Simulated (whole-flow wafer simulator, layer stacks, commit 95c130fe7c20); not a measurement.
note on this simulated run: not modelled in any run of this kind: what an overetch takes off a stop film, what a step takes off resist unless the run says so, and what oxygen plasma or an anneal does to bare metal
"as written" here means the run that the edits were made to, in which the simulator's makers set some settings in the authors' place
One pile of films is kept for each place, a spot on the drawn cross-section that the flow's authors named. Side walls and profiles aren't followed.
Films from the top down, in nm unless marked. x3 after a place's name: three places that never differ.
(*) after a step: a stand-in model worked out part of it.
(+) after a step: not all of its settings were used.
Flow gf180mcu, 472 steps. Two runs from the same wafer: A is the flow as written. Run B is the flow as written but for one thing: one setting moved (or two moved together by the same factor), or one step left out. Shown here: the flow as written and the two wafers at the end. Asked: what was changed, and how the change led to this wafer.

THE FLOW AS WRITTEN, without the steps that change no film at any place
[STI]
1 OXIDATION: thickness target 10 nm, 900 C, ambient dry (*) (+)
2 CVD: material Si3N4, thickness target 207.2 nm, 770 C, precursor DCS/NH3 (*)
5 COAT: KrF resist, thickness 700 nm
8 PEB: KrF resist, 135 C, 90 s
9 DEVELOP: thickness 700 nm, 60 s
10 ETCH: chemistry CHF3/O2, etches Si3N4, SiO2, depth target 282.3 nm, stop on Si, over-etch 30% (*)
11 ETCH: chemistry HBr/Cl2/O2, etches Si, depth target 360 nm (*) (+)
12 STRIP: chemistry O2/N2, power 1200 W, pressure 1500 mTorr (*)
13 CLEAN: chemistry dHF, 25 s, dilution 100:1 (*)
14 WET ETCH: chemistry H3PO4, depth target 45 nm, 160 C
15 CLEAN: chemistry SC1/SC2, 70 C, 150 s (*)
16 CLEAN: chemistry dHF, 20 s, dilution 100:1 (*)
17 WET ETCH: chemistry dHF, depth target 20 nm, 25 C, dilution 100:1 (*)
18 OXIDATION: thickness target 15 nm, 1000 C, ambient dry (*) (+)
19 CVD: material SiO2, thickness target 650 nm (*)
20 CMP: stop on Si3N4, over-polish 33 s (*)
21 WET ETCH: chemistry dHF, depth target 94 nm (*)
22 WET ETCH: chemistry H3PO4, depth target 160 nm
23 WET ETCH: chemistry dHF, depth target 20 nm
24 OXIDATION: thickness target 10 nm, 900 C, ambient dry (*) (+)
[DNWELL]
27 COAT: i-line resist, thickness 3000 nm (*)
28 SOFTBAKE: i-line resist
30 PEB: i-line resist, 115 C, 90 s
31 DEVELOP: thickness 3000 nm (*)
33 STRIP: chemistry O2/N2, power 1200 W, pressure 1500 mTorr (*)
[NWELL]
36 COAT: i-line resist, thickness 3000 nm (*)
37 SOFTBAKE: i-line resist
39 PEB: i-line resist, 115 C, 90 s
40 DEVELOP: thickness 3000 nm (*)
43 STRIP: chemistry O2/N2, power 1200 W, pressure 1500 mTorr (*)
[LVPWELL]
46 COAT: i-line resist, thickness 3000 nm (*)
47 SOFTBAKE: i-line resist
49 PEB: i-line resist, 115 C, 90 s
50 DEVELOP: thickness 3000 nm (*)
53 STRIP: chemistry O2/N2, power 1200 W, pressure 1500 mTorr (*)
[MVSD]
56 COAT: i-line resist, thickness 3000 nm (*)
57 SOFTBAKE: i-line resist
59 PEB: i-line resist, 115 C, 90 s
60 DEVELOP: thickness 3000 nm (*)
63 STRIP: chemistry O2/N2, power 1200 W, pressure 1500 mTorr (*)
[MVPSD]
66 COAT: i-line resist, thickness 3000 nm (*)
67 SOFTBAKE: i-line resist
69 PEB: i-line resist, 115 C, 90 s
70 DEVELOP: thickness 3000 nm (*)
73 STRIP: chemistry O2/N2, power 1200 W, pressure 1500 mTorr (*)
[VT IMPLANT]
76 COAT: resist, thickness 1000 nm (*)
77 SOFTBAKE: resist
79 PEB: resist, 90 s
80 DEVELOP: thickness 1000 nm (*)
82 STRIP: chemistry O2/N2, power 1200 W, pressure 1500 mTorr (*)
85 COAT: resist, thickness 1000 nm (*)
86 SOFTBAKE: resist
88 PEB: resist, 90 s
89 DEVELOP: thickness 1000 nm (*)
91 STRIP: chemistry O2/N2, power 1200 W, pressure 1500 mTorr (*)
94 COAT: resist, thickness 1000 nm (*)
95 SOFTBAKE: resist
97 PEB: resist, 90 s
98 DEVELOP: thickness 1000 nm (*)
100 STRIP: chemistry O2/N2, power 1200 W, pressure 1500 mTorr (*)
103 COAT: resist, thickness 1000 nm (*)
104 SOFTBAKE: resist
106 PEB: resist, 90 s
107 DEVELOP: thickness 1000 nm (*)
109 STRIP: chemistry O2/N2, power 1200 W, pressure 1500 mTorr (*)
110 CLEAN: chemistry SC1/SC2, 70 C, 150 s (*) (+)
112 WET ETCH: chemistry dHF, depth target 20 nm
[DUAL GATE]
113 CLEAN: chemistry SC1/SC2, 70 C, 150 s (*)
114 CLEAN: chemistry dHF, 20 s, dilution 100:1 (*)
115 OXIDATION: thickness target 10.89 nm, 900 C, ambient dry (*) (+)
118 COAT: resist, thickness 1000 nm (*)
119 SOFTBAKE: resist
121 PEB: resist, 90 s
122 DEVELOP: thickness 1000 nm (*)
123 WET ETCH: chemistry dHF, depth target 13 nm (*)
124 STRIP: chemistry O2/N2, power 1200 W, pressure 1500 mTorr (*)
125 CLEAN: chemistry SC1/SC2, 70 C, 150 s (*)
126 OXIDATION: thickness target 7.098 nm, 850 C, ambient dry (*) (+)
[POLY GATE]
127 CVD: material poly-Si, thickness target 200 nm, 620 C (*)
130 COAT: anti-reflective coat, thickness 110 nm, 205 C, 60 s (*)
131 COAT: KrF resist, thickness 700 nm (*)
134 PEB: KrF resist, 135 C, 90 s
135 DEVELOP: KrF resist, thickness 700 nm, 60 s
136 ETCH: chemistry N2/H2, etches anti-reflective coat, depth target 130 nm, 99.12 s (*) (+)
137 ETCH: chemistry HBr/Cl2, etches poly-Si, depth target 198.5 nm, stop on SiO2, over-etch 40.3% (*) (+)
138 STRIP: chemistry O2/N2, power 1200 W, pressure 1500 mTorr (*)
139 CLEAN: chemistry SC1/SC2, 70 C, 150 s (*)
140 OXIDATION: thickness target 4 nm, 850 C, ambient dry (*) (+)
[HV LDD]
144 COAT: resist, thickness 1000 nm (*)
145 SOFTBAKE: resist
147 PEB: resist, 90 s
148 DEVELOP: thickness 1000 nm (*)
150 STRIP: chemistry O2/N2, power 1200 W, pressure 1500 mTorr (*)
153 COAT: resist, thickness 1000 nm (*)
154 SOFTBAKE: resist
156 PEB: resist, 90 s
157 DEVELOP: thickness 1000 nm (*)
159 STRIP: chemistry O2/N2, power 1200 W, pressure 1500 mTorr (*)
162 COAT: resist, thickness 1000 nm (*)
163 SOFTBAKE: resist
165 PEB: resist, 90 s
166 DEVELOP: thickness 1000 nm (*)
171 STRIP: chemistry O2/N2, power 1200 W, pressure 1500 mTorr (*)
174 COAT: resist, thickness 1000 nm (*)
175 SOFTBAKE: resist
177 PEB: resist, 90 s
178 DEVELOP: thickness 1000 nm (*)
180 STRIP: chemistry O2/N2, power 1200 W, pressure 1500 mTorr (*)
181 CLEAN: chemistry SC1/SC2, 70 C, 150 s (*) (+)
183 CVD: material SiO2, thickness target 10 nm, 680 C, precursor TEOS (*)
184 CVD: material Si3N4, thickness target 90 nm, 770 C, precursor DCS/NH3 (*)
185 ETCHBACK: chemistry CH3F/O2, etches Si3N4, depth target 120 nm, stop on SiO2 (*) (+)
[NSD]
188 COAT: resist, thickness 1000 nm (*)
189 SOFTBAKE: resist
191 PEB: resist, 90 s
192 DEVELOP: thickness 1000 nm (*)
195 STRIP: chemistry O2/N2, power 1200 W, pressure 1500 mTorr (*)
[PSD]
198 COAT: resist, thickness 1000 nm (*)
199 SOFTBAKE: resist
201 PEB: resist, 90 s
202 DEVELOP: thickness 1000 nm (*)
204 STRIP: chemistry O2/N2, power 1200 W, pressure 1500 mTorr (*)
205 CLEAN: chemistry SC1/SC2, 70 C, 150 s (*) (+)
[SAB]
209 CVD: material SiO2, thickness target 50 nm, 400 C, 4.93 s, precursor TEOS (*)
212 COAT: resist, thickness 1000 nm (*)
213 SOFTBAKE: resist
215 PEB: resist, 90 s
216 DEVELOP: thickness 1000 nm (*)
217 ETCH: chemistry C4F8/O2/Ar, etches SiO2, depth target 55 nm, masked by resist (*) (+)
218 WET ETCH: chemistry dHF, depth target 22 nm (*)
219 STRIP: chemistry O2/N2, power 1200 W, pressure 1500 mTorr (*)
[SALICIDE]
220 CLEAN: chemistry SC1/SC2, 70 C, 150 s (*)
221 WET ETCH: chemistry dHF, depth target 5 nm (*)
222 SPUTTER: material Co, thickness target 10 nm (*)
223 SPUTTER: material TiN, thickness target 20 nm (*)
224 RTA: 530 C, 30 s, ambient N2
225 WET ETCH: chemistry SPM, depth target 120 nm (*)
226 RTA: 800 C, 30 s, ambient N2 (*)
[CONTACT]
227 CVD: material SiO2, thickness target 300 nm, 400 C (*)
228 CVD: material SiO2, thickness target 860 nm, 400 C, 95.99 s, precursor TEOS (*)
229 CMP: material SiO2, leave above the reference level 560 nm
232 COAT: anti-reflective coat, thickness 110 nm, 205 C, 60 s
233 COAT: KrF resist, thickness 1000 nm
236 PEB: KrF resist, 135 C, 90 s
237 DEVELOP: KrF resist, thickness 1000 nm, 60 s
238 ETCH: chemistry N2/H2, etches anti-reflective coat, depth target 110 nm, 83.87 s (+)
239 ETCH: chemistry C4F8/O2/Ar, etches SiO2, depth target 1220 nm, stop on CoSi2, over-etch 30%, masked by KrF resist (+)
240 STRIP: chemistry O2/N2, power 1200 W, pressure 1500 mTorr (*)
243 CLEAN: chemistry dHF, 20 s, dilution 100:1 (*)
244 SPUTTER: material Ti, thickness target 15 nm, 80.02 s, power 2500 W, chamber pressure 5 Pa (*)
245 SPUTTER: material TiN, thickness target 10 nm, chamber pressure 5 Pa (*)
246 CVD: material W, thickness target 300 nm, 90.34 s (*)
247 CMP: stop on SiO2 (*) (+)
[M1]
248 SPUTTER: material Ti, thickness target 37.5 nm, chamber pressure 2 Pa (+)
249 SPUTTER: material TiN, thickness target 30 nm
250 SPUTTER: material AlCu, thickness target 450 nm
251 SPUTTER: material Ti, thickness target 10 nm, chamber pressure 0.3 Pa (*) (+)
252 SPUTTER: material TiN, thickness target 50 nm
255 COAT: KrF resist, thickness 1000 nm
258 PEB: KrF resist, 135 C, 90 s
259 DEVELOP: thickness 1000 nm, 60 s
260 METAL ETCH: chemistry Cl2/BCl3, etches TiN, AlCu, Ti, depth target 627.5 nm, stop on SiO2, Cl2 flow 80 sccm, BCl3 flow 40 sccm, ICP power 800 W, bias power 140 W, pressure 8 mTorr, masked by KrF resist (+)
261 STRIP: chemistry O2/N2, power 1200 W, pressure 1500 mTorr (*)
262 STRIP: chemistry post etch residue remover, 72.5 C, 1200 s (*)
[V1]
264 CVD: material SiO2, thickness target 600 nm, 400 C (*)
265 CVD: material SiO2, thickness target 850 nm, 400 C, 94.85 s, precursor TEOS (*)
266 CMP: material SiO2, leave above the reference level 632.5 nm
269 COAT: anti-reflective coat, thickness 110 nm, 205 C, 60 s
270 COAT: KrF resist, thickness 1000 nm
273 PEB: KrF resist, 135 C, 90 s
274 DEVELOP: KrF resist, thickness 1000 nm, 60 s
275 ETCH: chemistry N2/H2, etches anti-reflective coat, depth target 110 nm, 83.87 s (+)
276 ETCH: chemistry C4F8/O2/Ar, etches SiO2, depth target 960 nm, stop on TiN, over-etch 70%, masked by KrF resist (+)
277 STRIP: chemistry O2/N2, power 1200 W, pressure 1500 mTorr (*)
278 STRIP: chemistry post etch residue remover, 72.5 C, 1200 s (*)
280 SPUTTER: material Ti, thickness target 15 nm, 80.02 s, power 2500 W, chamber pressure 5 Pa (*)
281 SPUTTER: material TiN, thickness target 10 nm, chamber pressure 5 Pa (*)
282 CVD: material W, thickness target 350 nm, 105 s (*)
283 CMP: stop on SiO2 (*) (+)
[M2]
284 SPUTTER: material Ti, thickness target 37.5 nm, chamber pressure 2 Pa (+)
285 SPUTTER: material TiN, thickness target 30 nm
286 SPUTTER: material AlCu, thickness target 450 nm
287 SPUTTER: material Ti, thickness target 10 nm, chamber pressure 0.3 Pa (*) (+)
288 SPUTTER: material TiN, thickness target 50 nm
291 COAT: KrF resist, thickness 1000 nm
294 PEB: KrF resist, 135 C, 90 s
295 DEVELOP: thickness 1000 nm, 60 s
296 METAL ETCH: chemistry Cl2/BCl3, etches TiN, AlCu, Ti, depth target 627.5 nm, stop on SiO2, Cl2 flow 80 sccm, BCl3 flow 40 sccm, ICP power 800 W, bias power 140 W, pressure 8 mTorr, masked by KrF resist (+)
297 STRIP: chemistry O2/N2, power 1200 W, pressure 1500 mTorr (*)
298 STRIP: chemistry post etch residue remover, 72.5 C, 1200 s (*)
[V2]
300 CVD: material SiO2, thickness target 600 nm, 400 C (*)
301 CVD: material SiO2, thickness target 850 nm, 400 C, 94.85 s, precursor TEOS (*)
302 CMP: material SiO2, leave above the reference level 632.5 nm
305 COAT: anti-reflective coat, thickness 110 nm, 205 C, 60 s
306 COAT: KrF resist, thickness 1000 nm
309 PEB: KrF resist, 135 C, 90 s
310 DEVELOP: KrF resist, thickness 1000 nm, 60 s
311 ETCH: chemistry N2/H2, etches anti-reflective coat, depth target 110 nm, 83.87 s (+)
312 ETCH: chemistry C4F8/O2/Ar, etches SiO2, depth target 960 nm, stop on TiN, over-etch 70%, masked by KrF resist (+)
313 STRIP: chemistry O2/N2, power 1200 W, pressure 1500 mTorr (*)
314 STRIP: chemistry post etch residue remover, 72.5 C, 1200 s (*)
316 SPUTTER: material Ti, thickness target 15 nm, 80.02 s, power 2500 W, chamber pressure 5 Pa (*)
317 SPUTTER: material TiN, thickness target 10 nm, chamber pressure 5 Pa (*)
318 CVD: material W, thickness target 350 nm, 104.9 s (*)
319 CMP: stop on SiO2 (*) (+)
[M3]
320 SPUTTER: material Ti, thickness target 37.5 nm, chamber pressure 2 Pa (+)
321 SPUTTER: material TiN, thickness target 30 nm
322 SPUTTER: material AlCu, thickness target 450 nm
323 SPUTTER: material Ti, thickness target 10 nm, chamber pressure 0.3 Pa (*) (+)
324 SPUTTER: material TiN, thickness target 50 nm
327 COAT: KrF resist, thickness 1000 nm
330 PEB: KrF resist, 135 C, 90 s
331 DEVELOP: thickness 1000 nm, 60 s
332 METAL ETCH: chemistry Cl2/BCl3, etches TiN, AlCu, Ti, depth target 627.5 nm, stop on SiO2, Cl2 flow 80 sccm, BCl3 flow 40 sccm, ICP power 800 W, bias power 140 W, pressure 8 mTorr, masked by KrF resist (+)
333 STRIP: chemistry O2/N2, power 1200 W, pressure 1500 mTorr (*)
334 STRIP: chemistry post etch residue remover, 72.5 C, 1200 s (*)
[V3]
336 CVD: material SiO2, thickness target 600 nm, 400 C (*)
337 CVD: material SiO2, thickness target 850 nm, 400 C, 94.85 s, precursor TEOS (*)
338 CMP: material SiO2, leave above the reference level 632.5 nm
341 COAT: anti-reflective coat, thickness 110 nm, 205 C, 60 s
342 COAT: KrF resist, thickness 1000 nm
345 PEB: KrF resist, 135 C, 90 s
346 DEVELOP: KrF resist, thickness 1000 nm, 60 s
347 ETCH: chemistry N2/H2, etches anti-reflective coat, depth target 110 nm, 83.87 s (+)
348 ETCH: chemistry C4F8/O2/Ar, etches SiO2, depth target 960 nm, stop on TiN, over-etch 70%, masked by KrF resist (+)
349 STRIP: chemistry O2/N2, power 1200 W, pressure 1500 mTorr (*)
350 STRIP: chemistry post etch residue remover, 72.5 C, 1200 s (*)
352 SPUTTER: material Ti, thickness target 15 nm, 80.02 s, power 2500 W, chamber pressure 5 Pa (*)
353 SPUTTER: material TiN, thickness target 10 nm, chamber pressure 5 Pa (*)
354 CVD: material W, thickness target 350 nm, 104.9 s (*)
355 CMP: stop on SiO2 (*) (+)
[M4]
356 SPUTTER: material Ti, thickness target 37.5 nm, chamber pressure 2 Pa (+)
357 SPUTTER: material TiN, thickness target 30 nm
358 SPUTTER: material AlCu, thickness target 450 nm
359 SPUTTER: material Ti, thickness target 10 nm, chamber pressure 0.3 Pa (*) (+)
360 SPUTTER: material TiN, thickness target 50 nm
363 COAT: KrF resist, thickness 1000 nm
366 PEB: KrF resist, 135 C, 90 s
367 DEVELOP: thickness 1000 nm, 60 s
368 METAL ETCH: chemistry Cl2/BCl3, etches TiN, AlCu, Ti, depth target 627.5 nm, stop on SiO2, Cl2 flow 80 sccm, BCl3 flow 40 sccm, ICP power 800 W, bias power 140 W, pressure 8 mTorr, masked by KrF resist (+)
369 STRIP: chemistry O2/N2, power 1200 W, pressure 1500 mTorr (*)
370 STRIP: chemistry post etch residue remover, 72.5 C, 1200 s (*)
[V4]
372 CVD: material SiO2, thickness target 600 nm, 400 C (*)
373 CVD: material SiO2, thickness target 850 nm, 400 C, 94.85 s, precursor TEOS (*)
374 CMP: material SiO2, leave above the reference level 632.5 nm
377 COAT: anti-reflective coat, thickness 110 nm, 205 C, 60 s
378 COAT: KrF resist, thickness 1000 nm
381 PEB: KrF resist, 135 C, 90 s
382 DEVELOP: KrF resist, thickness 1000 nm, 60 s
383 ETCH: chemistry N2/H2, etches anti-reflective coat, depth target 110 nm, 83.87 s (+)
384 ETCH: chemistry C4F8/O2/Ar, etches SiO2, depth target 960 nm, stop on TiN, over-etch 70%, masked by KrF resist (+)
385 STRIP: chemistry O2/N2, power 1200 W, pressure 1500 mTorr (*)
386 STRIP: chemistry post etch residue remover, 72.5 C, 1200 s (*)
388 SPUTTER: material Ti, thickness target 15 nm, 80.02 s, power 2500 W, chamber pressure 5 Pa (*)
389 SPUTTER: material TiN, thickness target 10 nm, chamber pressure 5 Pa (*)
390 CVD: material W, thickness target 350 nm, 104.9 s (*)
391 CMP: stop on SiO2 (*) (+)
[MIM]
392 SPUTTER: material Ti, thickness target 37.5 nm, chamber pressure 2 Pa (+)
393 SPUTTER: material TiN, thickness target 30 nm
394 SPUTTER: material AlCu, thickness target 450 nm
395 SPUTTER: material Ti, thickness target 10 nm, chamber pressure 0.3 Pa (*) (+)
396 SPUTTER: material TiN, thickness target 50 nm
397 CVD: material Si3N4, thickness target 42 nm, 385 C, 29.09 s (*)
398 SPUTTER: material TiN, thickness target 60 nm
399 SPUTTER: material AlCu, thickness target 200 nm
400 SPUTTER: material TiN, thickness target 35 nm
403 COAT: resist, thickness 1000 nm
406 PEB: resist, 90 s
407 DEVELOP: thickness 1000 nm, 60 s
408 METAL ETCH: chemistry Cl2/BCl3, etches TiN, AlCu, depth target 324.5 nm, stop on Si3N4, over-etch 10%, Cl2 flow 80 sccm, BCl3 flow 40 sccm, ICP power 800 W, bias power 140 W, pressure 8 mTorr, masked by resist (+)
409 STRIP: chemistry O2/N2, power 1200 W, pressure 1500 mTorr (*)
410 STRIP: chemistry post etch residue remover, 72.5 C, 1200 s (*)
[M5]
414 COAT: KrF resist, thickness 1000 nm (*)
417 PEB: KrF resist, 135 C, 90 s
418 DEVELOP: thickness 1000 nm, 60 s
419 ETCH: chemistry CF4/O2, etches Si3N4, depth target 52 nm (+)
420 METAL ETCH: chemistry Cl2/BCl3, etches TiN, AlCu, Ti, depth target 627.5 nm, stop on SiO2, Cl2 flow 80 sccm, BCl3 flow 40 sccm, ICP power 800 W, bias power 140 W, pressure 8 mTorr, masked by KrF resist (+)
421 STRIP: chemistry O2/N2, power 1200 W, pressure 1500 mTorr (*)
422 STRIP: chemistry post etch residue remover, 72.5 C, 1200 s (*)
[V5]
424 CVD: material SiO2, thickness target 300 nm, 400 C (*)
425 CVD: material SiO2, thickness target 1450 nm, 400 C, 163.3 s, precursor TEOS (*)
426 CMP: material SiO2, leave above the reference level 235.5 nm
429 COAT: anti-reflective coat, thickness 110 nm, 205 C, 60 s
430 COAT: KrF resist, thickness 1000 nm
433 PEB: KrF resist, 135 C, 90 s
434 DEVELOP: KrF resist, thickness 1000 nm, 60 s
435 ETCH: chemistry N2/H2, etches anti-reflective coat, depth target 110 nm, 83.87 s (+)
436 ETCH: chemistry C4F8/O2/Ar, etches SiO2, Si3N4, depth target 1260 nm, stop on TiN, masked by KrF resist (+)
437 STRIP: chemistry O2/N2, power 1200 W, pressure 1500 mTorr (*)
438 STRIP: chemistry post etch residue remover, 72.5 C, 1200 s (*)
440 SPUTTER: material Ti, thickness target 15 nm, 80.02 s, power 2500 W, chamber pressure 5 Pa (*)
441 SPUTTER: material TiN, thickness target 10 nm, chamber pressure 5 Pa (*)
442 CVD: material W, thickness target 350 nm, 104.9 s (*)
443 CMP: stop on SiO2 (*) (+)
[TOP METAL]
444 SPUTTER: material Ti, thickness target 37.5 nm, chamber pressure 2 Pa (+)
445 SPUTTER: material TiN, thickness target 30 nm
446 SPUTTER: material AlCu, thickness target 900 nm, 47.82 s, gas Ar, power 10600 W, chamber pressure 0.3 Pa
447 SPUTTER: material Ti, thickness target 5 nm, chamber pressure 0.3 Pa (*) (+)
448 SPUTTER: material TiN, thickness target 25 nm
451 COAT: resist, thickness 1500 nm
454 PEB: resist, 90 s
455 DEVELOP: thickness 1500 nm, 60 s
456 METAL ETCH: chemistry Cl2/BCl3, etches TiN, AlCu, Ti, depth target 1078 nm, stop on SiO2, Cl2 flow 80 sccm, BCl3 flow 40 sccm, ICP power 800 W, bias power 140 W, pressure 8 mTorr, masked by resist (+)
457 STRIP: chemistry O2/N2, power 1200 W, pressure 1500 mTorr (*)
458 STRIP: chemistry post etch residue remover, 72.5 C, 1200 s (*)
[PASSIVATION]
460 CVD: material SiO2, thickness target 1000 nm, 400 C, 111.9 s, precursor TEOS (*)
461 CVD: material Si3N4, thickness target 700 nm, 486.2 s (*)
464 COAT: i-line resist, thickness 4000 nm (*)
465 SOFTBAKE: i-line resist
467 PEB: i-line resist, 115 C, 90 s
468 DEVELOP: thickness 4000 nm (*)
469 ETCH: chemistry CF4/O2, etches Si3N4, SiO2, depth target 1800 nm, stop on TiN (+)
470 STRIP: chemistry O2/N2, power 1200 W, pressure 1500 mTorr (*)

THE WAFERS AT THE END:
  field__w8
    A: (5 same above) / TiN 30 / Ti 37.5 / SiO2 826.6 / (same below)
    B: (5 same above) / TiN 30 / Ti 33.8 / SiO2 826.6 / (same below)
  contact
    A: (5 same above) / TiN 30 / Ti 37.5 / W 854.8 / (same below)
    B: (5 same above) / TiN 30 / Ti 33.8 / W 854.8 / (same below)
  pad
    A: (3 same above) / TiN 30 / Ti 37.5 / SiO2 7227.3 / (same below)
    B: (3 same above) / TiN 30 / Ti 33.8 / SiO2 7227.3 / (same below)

The cause: step 444, SPUTTER: thickness target 33.8 nm was run, where the flow has thickness target 37.5 nm.
It can be read off the wafer: field__w8 has Ti 33.8, and step 444 as written asks for 37.5 nm.

How the change led to this, step by step:
  444 SPUTTER: material Ti, thickness target 37.5 nm, chamber pressure 2 Pa (+)
      field, field__w1, field__w2 and 109 more: A Ti +37.5 (new film) | B Ti +33.8 (new film)
  456 METAL ETCH: chemistry Cl2/BCl3, etches TiN, AlCu, Ti, depth target 1078 nm, stop on SiO2, Cl2 flow 80 sccm, BCl3 flow 40 sccm, ICP power 800 W, bias power 140 W, pressure 8 mTorr, masked by resist (+)
      field, field__w1, field__w2 and 103 more: A TiN -25 (all of it), Ti -5 (all of it), AlCu -900 (all of it), TiN -30 (all of it), Ti -37.5 (all of it) | B TiN -25 (all of it), Ti -5 (all of it), AlCu -900 (all of it), TiN -30 (all of it), Ti -33.8 (all of it)
